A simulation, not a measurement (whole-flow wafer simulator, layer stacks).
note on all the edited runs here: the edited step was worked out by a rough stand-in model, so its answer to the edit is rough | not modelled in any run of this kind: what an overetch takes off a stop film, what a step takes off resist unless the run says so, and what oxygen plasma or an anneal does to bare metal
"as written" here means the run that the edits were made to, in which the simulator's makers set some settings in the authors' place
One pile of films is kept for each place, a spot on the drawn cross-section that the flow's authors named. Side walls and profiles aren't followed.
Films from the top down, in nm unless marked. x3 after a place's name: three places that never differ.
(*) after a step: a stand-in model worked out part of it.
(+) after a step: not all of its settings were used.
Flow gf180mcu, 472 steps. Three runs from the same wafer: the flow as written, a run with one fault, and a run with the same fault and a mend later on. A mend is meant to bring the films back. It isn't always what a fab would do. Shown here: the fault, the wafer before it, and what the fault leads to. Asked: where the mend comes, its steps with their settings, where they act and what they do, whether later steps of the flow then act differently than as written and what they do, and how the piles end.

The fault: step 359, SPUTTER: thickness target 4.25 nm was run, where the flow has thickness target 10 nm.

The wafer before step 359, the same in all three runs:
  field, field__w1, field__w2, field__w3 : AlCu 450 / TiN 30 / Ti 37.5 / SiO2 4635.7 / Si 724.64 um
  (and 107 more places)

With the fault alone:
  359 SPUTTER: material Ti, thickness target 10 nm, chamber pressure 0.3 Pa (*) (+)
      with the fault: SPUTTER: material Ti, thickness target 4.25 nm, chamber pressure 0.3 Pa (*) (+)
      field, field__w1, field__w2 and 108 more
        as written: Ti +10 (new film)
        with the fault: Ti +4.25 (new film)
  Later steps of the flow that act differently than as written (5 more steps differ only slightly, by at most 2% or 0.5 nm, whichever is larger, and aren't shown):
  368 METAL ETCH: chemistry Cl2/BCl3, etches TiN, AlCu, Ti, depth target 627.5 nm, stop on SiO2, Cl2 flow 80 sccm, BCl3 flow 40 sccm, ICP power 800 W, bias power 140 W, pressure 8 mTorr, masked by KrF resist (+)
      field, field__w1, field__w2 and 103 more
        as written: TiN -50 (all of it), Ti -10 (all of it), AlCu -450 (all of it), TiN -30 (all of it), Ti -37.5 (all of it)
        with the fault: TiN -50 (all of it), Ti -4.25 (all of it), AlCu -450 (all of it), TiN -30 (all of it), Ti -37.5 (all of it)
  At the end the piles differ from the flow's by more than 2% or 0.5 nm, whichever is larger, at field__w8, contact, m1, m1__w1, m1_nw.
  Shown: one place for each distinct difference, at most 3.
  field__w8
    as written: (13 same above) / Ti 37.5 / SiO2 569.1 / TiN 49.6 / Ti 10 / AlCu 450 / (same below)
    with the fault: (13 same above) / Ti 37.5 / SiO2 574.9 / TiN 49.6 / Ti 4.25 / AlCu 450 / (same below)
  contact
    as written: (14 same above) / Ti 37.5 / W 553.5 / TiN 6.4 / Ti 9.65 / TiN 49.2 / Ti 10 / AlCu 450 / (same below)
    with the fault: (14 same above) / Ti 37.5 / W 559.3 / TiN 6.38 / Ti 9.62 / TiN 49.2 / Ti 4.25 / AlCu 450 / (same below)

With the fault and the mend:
  The mend comes after step 359.
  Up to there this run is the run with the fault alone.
  359a SPUTTER: material Ti, thickness target 5.75 nm, chamber pressure 0.3 Pa (*) (+) (the flow's step 359 once more, with other settings)
      field, field__w1, field__w2 and 108 more
        Ti +5.75
  No later step of the flow acts differently than as written at any place that is followed.
  At the end the piles are the same as the flow's at every place that both follow.
